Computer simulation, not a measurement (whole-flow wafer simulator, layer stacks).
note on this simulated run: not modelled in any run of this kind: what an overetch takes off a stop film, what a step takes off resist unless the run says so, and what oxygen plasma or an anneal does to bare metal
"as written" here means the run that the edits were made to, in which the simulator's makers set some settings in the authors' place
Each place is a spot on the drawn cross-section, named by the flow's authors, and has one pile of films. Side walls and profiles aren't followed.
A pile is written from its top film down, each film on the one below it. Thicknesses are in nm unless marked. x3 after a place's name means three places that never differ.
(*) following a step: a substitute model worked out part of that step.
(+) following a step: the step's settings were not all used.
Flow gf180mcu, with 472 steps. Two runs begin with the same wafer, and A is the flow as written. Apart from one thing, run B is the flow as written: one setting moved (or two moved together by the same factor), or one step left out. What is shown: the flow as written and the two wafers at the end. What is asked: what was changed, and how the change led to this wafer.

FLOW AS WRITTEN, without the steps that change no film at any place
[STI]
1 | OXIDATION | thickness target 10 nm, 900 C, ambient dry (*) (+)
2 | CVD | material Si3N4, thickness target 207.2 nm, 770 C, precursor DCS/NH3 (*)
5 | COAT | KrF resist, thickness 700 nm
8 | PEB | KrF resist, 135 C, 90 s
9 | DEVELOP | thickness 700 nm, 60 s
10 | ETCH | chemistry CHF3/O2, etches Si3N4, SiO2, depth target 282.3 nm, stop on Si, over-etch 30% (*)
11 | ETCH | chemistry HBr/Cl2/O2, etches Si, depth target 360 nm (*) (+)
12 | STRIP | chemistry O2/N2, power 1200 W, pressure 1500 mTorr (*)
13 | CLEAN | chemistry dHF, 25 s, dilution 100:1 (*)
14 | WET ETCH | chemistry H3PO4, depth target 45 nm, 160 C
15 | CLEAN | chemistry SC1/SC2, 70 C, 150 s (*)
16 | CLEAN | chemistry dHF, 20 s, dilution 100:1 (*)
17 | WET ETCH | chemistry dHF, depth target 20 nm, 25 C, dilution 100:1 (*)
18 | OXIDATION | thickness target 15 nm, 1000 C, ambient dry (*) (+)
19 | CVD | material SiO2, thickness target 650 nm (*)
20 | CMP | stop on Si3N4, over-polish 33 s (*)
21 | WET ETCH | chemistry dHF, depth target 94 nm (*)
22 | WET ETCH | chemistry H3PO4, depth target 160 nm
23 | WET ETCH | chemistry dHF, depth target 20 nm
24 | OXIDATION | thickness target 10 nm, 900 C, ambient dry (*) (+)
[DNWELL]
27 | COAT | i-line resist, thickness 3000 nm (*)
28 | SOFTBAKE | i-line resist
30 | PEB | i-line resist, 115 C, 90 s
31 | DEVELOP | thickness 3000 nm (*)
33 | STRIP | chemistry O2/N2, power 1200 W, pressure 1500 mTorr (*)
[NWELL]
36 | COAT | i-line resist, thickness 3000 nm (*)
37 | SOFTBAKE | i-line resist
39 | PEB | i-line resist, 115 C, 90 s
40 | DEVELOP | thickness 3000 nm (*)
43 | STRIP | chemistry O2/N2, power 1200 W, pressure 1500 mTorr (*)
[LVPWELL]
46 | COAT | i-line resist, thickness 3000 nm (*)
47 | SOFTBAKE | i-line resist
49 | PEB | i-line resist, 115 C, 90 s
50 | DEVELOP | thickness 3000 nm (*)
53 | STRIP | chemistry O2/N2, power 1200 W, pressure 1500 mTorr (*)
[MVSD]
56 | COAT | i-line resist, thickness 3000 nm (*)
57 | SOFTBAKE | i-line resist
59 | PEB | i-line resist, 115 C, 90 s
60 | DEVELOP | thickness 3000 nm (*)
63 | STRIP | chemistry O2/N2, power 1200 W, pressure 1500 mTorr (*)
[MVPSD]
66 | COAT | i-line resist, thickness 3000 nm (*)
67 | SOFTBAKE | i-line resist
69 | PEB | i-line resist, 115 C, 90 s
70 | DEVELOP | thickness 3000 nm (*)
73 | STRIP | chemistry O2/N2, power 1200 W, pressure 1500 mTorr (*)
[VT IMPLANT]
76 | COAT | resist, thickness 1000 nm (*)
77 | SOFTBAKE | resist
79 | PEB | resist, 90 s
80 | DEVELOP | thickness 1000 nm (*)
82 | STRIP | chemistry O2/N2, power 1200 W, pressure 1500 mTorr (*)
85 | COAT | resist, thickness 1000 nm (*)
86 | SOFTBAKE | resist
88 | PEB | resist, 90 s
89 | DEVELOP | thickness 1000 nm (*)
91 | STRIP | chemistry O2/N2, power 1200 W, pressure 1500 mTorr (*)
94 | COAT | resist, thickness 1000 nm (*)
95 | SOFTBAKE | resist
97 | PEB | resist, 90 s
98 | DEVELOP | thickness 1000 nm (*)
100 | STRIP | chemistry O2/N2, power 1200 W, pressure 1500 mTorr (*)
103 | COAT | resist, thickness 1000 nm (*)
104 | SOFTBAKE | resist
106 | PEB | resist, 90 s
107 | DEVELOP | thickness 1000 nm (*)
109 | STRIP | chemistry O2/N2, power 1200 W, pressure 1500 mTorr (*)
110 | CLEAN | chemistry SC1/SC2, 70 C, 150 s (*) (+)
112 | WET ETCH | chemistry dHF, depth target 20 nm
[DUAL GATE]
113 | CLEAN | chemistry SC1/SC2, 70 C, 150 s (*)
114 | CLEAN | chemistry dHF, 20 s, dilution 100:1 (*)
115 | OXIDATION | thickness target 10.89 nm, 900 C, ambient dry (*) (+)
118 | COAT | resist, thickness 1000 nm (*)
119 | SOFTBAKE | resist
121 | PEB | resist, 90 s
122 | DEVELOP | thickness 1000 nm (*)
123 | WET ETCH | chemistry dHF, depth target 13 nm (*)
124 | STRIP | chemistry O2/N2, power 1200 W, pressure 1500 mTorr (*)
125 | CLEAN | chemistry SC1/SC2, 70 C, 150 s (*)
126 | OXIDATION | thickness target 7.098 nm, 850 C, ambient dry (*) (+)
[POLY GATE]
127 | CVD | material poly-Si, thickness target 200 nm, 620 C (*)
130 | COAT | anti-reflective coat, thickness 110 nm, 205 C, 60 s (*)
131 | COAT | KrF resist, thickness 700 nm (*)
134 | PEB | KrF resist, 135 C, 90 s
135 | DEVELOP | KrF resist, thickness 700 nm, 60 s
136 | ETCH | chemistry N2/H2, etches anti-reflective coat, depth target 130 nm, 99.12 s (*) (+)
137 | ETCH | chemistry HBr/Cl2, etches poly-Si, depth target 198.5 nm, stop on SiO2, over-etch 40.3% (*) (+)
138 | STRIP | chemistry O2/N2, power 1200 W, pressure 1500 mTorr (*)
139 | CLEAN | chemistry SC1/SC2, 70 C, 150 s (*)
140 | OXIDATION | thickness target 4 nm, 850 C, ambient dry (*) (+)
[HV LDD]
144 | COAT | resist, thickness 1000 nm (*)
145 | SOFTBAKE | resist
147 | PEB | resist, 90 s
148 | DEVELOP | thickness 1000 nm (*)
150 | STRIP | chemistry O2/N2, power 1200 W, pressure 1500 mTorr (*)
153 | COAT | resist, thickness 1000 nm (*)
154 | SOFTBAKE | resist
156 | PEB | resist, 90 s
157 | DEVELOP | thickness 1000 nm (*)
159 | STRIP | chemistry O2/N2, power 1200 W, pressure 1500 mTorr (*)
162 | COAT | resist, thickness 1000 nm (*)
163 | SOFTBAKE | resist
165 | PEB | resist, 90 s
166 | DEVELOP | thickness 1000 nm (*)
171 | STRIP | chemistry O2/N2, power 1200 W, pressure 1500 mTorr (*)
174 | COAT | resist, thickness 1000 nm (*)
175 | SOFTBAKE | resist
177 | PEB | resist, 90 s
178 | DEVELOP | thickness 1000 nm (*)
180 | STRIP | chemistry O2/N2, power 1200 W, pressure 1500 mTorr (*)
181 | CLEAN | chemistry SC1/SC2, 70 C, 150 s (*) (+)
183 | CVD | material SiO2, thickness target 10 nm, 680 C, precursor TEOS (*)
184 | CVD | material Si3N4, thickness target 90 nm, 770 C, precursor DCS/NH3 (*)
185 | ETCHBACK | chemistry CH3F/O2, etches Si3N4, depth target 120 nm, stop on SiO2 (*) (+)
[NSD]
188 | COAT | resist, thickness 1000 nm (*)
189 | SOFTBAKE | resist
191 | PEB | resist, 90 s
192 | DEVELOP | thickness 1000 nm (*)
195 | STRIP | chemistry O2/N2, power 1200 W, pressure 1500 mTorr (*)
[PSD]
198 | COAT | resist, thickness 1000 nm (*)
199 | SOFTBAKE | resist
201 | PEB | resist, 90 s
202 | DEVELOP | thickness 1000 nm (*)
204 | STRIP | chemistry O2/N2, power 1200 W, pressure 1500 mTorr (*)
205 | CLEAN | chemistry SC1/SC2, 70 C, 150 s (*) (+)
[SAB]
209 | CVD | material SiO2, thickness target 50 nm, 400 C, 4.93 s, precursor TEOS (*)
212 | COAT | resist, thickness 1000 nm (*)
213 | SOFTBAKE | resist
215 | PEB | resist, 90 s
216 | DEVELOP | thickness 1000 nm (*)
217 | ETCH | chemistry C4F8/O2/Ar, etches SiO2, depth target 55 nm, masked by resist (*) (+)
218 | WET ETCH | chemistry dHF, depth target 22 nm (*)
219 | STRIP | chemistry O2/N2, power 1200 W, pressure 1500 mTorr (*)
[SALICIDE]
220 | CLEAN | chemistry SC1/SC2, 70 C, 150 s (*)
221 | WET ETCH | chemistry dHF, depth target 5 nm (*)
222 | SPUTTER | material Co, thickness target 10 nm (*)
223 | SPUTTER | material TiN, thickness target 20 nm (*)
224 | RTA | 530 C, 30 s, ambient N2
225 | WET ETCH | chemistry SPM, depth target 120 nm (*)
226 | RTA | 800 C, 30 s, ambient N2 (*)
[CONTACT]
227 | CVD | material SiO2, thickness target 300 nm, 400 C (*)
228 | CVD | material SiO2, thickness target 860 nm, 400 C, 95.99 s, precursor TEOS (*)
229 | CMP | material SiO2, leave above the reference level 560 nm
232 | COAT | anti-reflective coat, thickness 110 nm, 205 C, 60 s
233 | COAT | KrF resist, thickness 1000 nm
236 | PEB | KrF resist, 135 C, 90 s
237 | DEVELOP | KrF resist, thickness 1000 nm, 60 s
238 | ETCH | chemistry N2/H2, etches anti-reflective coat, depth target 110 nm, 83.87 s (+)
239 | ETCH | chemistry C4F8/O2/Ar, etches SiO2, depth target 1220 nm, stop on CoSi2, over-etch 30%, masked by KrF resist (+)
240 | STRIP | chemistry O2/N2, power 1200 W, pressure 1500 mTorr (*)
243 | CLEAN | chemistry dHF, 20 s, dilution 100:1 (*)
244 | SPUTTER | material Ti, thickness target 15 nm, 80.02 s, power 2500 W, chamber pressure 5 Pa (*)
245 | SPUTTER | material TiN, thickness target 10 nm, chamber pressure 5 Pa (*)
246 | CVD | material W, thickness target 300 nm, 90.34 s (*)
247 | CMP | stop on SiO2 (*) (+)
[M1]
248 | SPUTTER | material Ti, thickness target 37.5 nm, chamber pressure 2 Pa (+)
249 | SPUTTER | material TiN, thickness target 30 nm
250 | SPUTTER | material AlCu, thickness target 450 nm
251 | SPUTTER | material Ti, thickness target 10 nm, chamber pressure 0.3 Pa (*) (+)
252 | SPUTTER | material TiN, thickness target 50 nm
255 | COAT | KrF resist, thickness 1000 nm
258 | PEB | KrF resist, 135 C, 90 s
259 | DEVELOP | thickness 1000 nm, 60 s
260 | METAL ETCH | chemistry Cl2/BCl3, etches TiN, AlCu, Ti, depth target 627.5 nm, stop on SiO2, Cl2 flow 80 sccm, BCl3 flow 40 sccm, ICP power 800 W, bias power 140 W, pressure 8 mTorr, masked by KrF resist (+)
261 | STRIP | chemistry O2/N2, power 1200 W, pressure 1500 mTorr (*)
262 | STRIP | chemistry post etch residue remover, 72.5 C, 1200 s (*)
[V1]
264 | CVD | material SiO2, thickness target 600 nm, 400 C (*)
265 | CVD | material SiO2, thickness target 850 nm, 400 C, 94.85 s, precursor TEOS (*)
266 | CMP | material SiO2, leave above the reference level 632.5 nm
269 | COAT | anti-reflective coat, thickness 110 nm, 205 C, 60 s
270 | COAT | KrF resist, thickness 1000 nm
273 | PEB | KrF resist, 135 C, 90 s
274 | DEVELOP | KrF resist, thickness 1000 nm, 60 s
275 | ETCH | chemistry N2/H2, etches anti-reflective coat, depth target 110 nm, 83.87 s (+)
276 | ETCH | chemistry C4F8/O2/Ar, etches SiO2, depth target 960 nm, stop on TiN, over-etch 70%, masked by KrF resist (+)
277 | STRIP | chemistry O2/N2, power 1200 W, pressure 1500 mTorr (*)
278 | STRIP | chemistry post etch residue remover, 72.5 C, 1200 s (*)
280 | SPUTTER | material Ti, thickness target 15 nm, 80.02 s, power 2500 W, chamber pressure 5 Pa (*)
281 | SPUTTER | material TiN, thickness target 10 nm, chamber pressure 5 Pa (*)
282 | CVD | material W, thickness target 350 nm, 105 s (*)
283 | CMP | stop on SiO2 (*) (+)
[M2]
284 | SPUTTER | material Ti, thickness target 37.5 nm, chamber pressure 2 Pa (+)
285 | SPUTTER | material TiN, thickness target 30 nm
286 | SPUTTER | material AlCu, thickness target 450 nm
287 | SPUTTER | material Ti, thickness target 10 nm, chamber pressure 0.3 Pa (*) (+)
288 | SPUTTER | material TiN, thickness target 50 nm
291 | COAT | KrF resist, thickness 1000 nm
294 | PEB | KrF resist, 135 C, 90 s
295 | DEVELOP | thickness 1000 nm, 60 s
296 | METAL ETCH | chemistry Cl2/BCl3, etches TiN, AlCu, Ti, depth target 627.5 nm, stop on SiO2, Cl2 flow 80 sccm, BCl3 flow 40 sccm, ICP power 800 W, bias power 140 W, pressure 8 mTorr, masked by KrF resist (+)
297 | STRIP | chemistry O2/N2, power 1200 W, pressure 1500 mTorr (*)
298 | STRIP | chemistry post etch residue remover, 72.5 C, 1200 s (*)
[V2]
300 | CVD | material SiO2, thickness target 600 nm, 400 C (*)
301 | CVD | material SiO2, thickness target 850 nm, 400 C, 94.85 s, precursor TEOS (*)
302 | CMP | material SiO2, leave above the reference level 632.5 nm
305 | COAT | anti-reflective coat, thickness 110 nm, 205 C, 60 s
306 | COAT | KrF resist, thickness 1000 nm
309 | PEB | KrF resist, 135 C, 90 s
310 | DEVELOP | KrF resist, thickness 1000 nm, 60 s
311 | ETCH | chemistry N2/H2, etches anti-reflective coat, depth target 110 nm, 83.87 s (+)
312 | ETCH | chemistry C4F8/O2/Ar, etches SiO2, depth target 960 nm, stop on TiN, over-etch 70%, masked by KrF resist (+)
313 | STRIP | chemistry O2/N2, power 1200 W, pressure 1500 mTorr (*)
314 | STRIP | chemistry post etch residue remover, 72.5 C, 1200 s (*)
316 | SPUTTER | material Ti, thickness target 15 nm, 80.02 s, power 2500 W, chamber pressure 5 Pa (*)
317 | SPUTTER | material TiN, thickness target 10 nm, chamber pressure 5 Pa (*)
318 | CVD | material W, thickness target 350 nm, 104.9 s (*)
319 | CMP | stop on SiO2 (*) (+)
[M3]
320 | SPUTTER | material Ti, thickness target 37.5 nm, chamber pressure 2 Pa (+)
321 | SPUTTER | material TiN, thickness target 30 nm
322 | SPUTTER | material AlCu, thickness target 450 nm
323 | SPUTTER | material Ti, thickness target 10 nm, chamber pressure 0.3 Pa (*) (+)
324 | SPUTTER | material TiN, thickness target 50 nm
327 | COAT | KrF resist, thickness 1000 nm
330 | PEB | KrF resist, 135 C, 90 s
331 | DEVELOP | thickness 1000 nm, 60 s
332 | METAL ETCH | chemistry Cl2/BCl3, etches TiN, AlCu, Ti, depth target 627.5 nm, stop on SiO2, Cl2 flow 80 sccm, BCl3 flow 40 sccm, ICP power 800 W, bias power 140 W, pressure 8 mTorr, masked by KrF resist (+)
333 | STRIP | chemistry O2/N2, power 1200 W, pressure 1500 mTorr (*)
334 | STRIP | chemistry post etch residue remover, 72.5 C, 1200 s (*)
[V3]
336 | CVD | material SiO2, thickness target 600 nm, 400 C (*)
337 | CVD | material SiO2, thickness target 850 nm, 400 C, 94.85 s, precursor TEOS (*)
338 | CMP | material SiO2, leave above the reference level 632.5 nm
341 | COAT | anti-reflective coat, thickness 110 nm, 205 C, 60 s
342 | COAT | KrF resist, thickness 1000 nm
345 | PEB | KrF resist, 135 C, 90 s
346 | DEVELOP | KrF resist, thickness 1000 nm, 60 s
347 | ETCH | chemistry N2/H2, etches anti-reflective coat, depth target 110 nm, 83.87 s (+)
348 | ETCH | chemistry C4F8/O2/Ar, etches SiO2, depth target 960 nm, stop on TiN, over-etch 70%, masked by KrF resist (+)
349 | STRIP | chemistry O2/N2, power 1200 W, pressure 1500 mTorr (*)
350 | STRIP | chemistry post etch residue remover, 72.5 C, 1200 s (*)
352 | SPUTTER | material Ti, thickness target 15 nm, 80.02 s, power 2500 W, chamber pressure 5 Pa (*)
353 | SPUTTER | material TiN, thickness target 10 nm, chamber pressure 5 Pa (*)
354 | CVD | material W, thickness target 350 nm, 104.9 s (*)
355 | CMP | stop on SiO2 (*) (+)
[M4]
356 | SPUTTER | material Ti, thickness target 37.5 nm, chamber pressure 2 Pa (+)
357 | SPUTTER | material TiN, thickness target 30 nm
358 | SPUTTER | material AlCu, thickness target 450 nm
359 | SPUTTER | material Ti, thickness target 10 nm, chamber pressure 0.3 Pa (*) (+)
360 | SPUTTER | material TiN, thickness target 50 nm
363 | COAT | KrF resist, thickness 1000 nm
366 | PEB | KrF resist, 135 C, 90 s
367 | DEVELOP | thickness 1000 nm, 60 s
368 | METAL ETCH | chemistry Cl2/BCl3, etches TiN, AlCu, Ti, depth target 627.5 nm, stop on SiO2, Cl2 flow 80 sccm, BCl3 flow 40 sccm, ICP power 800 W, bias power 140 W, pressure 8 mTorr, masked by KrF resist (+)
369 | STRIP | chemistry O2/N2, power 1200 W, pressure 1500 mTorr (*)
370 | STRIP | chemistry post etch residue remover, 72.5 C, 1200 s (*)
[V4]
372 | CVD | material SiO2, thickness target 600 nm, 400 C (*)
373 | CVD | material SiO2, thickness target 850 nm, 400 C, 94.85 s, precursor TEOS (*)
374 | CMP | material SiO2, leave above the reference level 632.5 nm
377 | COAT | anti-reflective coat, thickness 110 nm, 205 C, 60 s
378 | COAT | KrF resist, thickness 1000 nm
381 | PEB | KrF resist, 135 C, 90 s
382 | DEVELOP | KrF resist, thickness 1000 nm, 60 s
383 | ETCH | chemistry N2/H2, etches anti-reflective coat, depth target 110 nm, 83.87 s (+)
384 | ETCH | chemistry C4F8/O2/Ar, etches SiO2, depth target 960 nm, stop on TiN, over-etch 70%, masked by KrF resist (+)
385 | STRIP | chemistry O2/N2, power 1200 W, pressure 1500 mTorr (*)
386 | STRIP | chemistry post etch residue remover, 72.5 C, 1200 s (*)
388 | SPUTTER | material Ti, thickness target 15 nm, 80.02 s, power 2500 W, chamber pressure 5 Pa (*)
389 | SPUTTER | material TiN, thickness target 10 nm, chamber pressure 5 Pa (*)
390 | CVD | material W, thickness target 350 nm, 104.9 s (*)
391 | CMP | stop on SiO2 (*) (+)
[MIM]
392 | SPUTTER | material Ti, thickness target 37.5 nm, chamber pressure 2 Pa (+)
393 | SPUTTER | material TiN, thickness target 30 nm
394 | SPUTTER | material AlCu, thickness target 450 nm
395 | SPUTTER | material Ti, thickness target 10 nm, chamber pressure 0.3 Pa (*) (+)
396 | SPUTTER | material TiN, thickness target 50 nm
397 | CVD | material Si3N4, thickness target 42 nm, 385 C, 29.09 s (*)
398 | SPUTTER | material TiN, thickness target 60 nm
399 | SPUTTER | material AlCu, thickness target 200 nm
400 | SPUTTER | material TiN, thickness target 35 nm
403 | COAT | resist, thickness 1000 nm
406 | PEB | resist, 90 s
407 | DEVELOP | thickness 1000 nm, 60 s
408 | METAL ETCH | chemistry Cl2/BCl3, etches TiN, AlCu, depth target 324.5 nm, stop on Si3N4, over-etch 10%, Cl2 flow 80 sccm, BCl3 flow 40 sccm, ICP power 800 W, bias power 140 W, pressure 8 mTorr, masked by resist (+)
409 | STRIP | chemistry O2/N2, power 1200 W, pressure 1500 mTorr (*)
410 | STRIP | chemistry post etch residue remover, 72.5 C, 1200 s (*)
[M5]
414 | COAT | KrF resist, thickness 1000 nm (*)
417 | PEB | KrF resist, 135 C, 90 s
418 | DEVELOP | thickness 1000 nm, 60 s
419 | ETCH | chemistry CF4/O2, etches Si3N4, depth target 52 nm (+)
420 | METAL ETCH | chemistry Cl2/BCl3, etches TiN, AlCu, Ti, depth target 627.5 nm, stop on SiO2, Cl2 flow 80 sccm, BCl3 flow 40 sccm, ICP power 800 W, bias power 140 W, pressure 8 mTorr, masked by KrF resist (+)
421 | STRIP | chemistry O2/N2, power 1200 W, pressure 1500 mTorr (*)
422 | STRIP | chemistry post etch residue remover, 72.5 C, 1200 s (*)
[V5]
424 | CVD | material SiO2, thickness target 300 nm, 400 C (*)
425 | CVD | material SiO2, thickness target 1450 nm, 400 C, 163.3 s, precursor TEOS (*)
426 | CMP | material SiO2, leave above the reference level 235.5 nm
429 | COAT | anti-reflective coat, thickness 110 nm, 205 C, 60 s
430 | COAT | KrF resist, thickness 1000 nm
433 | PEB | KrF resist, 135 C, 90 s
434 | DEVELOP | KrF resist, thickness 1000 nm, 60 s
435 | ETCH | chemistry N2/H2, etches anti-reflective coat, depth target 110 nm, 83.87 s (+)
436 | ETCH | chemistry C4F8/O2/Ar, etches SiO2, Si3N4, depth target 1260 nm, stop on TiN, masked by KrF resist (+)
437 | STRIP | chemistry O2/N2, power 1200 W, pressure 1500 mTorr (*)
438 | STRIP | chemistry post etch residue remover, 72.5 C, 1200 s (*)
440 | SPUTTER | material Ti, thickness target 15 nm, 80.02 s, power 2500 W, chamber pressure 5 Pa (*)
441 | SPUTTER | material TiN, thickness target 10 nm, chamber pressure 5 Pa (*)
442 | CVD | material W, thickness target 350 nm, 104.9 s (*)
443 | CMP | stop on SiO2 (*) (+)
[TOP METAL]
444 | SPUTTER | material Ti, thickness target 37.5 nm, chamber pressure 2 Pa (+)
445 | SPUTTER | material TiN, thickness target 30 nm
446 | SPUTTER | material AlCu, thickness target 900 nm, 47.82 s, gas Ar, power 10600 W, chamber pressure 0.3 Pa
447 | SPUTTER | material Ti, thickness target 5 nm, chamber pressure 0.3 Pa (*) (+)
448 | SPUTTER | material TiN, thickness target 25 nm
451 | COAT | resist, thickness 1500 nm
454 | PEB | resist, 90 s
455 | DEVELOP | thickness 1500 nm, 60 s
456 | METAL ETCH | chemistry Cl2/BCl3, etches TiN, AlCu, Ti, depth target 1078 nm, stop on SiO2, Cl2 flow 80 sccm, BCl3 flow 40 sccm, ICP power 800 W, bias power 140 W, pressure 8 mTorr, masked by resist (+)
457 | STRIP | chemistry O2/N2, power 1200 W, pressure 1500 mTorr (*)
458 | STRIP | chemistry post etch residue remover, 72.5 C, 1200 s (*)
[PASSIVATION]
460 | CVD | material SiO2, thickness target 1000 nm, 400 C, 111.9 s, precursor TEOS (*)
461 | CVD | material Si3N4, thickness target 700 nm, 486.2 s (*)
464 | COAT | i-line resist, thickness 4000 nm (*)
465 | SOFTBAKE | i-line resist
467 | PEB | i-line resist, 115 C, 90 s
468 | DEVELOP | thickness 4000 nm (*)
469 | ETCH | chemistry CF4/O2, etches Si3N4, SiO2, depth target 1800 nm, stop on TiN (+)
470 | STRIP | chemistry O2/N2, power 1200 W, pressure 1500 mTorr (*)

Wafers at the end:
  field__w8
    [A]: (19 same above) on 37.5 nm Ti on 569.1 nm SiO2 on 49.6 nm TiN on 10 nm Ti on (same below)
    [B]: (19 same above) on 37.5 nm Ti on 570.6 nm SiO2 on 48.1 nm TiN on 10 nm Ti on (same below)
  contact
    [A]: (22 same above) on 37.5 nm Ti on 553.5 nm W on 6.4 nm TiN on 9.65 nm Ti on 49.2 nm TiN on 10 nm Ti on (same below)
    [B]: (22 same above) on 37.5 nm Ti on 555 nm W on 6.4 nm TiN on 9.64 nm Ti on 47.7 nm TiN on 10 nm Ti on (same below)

Cause: step 324, SPUTTER: thickness target 48.5 nm was run, whereas the flow has thickness target 50 nm.

The path from the change to this, step by step:
  324 | SPUTTER | material TiN, thickness target 50 nm
      field, field__w1, field__w2 and 108 more: A TiN gains 50 (new film) | B TiN gains 48.5 (new film)
  332 | METAL ETCH | chemistry Cl2/BCl3, etches TiN, AlCu, Ti, depth target 627.5 nm, stop on SiO2, Cl2 flow 80 sccm, BCl3 flow 40 sccm, ICP power 800 W, bias power 140 W, pressure 8 mTorr, masked by KrF resist (+)
      field, field__w1, field__w2 and 103 more: A TiN loses 50 (all of it), Ti loses 10 (all of it), AlCu loses 450 (all of it), TiN loses 30 (all of it), Ti loses 37.5 (all of it) | B TiN loses 48.5 (all of it), Ti loses 10 (all of it), AlCu loses 450 (all of it), TiN loses 30 (all of it), Ti loses 37.5 (all of it)
